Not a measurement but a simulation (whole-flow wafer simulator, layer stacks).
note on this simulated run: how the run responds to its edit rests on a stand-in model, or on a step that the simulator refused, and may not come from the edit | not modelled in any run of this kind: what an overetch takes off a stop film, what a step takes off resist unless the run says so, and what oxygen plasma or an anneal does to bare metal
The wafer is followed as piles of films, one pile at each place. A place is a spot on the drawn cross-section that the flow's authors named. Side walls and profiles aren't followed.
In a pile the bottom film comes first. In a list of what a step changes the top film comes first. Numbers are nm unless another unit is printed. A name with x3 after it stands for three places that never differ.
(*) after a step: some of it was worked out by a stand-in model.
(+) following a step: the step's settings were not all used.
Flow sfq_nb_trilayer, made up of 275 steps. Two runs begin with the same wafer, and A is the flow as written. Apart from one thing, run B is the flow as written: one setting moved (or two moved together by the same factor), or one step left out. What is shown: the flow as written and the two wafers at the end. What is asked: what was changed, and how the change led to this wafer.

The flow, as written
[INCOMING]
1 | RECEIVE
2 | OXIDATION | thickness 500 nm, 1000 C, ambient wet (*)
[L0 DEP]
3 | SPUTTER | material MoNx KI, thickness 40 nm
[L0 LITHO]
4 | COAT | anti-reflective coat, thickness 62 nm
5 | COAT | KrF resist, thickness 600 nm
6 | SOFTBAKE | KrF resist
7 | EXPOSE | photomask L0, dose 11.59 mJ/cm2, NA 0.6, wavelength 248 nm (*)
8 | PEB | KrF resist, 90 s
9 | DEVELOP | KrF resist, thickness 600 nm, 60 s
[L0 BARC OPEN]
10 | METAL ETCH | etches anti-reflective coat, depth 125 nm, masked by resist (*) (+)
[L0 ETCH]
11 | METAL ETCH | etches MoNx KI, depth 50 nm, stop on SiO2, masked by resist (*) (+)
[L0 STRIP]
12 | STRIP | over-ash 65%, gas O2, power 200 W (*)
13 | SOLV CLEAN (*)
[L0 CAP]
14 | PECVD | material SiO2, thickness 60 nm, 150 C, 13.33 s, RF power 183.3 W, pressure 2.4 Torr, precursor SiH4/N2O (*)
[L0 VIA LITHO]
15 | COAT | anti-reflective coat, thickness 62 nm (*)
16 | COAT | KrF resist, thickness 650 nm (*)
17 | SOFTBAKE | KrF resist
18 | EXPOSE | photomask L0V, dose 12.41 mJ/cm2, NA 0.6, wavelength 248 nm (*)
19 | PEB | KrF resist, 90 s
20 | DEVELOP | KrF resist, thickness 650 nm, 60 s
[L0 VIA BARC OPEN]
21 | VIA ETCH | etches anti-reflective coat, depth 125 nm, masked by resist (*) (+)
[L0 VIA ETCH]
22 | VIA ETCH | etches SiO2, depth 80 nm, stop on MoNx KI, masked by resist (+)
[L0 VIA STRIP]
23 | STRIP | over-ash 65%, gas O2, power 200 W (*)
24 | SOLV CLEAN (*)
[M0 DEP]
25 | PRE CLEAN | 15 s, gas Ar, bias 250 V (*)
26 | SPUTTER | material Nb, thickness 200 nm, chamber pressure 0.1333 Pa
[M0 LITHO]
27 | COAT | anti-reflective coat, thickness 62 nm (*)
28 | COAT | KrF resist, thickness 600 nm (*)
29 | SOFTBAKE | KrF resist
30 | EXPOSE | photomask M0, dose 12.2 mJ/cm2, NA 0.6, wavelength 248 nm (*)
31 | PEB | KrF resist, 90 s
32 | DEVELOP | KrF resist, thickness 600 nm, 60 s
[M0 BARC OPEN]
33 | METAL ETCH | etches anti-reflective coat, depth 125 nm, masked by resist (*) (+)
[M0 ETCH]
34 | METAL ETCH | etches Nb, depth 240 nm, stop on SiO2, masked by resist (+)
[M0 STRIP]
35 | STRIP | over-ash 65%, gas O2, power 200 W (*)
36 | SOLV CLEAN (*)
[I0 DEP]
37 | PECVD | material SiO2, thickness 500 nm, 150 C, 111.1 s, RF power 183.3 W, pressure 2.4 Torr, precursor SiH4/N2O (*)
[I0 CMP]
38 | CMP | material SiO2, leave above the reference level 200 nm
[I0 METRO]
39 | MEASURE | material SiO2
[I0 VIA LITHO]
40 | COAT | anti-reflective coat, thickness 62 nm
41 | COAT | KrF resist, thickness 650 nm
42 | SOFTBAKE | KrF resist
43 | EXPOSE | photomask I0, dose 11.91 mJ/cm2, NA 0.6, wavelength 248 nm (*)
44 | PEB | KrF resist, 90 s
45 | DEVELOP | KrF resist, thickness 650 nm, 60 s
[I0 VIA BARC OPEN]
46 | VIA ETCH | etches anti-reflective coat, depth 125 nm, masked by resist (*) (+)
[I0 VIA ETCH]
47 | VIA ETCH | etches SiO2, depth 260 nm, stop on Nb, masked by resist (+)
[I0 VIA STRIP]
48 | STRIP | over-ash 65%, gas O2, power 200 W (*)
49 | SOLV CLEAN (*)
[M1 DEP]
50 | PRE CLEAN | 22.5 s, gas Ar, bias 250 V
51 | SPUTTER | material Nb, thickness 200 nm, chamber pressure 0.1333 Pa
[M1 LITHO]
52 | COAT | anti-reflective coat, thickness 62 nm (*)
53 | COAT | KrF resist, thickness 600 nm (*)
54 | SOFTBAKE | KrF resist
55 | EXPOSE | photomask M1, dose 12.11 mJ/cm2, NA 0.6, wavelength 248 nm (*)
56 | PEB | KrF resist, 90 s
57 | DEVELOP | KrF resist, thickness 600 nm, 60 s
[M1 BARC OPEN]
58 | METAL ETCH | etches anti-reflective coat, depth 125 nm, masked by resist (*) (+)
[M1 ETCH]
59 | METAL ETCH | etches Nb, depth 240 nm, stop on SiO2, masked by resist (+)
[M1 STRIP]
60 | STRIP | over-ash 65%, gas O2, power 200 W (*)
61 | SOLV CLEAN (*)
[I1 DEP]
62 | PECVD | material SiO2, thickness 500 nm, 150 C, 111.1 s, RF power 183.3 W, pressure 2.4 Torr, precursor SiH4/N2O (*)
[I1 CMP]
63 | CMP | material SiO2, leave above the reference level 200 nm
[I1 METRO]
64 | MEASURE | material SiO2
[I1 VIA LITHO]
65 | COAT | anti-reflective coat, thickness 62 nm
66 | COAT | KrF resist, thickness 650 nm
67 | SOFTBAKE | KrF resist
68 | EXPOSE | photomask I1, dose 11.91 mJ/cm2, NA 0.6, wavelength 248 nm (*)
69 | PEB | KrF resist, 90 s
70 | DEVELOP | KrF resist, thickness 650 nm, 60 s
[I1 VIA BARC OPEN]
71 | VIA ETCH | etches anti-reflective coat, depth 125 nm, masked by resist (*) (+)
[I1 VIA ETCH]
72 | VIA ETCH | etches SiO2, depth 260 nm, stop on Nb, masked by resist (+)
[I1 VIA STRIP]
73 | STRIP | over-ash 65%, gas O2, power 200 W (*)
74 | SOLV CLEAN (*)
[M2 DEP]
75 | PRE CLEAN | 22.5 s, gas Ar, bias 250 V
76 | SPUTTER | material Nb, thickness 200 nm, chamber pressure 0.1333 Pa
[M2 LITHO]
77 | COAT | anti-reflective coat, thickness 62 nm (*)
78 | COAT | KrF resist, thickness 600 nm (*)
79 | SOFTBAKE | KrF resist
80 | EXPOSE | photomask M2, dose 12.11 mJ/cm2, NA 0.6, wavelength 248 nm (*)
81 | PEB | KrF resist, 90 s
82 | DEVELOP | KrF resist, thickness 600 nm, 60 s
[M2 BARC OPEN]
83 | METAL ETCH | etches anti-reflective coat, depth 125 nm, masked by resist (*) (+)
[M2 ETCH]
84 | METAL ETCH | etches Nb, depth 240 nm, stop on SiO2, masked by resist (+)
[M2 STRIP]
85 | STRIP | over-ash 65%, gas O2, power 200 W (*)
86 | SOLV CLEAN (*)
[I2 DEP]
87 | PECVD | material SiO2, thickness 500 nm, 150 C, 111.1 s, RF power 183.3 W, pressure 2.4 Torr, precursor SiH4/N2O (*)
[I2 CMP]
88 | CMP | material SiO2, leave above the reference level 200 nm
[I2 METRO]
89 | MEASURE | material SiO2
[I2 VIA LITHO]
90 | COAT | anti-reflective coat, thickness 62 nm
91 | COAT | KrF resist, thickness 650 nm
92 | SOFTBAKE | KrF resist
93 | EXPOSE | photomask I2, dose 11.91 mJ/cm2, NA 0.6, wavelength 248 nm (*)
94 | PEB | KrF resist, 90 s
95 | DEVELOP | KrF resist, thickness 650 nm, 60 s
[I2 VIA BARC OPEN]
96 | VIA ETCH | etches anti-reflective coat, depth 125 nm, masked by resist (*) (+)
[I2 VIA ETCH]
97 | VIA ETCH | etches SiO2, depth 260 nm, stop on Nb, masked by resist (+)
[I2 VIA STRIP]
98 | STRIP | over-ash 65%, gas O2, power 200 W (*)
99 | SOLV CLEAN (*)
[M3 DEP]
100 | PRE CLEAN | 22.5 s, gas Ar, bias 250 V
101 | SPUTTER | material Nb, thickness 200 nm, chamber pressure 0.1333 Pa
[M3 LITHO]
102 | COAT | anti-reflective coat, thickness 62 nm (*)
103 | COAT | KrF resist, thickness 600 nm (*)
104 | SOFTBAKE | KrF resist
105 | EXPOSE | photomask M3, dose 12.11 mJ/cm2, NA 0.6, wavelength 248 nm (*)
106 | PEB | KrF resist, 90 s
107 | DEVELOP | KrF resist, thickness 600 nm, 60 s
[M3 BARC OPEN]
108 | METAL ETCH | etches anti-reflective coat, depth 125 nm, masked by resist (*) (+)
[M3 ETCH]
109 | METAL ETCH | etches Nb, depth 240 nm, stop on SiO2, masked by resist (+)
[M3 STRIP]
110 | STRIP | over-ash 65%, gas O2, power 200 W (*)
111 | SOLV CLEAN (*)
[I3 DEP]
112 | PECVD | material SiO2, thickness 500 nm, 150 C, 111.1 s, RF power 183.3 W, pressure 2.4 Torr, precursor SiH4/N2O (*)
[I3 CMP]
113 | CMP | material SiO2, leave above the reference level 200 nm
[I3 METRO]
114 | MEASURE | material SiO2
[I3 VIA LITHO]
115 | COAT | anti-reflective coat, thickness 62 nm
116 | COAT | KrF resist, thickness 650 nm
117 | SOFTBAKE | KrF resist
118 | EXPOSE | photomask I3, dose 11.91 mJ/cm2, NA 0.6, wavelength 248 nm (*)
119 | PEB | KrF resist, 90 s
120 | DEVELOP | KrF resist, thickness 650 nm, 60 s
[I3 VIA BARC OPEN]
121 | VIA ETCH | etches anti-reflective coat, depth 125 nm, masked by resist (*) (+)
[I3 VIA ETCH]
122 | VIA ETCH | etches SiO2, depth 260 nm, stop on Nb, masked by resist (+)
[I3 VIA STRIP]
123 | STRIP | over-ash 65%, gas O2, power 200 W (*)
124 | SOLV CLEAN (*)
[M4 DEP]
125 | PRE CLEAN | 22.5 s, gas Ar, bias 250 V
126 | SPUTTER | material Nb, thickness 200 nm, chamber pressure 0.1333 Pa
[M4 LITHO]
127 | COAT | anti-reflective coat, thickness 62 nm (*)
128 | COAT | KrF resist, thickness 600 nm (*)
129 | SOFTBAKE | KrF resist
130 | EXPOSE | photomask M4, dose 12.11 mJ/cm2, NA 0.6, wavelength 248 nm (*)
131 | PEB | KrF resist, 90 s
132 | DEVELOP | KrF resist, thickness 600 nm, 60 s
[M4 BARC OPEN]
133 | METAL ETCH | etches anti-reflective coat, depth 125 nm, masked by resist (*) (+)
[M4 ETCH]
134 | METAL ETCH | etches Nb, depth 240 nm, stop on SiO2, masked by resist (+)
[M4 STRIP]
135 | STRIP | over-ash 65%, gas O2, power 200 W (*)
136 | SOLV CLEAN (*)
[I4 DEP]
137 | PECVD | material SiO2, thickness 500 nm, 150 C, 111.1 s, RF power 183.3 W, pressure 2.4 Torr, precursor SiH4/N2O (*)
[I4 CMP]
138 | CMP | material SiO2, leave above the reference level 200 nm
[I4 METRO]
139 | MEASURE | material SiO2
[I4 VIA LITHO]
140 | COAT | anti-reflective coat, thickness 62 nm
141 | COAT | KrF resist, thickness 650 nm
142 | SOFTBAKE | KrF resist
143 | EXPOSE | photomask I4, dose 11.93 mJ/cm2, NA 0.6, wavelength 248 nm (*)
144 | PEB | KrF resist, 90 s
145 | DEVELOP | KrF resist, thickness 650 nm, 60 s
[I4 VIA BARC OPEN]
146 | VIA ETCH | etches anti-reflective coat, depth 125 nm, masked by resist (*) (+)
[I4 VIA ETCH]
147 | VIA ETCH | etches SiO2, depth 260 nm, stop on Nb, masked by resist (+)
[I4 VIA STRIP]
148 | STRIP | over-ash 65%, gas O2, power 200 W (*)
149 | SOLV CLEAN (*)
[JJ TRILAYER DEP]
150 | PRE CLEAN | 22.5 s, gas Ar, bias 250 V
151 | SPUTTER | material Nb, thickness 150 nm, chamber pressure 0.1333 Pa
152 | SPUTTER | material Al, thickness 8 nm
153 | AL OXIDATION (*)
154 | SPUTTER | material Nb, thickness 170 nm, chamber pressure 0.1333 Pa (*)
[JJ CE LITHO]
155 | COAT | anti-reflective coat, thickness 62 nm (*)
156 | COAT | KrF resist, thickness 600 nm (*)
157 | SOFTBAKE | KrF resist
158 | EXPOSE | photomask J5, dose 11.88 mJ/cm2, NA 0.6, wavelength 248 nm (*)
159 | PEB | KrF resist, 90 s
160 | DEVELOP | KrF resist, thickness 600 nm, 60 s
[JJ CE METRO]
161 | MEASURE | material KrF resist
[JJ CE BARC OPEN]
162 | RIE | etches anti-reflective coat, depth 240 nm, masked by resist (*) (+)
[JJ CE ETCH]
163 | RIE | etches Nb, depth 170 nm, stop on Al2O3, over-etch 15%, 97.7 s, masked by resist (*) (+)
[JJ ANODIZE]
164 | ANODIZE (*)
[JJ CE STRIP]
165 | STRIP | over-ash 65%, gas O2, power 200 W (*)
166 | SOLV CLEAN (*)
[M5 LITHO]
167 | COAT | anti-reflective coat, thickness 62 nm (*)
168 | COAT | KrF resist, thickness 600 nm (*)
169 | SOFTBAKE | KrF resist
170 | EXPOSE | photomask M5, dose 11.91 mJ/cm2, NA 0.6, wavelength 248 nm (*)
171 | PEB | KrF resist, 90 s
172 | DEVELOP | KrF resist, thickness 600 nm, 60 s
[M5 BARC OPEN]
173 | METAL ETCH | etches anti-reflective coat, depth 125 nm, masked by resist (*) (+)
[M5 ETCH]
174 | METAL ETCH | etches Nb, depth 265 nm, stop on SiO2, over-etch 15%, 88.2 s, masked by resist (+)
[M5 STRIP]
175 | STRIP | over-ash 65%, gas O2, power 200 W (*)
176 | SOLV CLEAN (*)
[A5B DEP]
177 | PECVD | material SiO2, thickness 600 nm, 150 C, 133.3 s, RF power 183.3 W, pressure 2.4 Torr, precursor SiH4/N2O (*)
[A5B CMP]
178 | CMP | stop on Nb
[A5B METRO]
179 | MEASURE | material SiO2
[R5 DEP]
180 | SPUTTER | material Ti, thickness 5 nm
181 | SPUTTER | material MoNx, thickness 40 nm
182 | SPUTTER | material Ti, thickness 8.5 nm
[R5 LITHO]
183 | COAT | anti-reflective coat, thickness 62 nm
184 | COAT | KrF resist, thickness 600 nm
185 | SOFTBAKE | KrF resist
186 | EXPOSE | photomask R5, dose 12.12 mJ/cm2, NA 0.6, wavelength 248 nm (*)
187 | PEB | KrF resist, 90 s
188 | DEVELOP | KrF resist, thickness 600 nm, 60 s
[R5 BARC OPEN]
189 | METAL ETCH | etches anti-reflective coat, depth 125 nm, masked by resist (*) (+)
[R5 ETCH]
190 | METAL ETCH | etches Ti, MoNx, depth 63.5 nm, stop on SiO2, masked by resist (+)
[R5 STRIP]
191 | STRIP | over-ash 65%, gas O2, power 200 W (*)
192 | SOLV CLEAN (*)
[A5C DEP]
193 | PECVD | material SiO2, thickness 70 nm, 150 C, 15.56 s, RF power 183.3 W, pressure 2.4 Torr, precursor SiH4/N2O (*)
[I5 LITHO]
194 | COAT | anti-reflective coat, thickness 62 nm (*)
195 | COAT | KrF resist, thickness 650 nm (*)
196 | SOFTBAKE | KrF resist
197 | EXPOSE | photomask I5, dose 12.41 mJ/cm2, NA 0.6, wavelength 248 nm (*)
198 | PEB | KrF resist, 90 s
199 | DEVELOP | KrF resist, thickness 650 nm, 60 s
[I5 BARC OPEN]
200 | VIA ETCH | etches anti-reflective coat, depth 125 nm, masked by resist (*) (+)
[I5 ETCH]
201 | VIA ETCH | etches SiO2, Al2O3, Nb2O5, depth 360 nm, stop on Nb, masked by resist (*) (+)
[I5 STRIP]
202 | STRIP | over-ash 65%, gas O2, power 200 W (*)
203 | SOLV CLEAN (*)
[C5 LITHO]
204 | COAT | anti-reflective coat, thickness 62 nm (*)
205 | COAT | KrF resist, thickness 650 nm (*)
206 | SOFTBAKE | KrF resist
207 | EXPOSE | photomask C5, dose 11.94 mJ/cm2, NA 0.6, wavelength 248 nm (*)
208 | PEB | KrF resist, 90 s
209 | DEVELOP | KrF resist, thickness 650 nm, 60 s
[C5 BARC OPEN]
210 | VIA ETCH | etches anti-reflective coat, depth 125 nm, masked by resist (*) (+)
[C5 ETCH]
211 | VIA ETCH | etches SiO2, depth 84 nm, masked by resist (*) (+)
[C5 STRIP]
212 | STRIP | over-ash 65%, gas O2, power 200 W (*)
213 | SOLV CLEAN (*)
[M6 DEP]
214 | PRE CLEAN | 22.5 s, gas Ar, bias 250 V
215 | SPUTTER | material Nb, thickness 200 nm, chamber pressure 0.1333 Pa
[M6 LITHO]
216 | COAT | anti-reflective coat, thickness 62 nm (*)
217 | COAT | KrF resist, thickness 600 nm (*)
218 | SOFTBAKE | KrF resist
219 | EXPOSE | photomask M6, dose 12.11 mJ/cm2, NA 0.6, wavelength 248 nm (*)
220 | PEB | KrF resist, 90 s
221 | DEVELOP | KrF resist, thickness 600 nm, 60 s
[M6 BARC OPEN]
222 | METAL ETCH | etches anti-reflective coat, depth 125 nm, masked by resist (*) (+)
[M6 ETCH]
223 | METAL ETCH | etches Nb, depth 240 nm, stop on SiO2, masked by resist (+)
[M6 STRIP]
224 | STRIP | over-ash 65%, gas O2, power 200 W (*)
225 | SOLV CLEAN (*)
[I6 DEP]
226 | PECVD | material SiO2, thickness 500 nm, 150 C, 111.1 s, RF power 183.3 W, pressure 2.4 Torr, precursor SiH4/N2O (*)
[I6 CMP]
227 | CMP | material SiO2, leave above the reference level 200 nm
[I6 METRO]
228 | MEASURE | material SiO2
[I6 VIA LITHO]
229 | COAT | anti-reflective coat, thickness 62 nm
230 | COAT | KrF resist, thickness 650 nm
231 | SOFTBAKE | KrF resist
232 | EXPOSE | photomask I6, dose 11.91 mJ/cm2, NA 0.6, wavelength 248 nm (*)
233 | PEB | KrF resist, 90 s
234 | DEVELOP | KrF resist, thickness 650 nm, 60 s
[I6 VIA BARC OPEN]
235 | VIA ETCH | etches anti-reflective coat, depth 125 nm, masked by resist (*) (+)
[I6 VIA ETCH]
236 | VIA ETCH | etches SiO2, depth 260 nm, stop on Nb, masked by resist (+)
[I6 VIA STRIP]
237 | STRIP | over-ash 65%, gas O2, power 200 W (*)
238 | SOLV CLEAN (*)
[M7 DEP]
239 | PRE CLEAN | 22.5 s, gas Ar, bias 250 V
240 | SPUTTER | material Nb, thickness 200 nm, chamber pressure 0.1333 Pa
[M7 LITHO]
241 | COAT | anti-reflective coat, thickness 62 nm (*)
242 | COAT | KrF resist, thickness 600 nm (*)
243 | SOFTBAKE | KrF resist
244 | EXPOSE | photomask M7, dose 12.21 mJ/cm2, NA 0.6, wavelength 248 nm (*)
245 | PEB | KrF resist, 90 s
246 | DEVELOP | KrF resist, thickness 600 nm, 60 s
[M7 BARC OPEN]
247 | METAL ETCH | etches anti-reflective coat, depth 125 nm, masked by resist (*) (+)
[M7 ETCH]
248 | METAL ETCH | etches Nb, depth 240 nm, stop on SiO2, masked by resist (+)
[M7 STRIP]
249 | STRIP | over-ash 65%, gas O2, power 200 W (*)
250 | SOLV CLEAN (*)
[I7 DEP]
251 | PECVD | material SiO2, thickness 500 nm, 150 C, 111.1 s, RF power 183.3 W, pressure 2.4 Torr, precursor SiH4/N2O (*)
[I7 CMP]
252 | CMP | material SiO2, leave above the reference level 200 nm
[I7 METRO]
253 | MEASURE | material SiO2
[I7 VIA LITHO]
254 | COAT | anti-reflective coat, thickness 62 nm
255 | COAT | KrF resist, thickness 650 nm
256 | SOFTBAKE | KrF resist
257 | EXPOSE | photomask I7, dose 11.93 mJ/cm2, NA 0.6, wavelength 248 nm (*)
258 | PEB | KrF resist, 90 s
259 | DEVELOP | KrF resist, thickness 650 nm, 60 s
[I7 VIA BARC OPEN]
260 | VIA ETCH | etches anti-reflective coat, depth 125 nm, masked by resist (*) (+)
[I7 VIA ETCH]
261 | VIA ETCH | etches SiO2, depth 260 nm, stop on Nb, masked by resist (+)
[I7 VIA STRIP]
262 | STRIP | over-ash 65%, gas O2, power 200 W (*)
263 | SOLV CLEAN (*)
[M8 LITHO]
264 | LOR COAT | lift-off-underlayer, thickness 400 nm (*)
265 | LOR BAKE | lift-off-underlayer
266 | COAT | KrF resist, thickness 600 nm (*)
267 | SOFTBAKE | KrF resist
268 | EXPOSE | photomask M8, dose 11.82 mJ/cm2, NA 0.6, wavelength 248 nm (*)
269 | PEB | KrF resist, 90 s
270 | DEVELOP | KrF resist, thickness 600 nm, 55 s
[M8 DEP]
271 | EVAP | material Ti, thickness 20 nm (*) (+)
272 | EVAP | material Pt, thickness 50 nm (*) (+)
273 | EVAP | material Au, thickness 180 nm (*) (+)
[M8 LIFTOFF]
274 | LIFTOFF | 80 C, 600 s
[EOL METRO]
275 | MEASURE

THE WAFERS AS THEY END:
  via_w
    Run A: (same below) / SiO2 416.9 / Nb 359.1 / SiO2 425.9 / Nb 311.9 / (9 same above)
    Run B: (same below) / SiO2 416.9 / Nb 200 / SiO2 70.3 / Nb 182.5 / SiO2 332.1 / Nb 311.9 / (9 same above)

What caused this: step 97, VIA ETCH: depth 122 nm was run, though the flow has depth 260 nm.

Step by step, how the change led to this:
  97 | VIA ETCH | etches SiO2, depth 260 nm, stop on Nb, masked by resist (+)
      via_w: A SiO2 loses 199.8 (all of it) | B SiO2 loses 122
      field_l, v_sur, via_wl and 102 more: A KrF resist loses 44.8 | B KrF resist loses 21
  98 | STRIP | over-ash 65%, gas O2, power 200 W (*)
      field_l, v_sur, via_wl and 102 more: A KrF resist loses 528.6 (all of it), anti-reflective coat loses 62 (all of it) | B KrF resist loses 552.4 (all of it), anti-reflective coat loses 62 (all of it)
  100 | PRE CLEAN | 22.5 s, gas Ar, bias 250 V
      via_w: A Nb loses 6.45 | B SiO2 loses 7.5
  101 | SPUTTER | material Nb, thickness 200 nm, chamber pressure 0.1333 Pa
      via_w: A Nb gains 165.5 | B Nb gains 182.5 (new film)
  102 | COAT | anti-reflective coat, thickness 62 nm (*)
      via_wl, via_wr: A anti-reflective coat gains 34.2 (new film) | B anti-reflective coat gains 37.2 (new film)
      via_w: A anti-reflective coat gains 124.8 (new film) | B anti-reflective coat gains 107.3 (new film)
  103 | COAT | KrF resist, thickness 600 nm (*)
      via_w: A KrF resist gains 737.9 (new film) | B KrF resist gains 674.3 (new film)
  110 | STRIP | over-ash 65%, gas O2, power 200 W (*)
      via_wl, via_wr: A KrF resist loses 384.2 (all of it), anti-reflective coat loses 34.2 (all of it) | B KrF resist loses 391 (all of it), anti-reflective coat loses 37.2 (all of it)
      via_w: A KrF resist loses 520 (all of it), anti-reflective coat loses 124.8 (all of it) | B KrF resist loses 456.5 (all of it), anti-reflective coat loses 107.3 (all of it)
  112 | PECVD | material SiO2, thickness 500 nm, 150 C, 111.1 s, RF power 183.3 W, pressure 2.4 Torr, precursor SiH4/N2O (*)
      via_w: A SiO2 gains 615 (new film) | B SiO2 gains 500 (new film)
  113 | CMP | material SiO2, leave above the reference level 200 nm
      via_w: A SiO2 loses 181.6 | B SiO2 loses 160.4
With metal films that touch counted as one body, via_w has 6 bodies (between them, from the top down: SiO2 192.5; SiO2 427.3 / Al2O3 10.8 / Nb2O5 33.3; SiO2 332.1; SiO2 70.3; SiO2 416.9); the flow as written gives 5 bodies (between them, from the top down: SiO2 192.5; SiO2 427.3 / Al2O3 10.8 / Nb2O5 33.3; SiO2 425.9; SiO2 416.9).
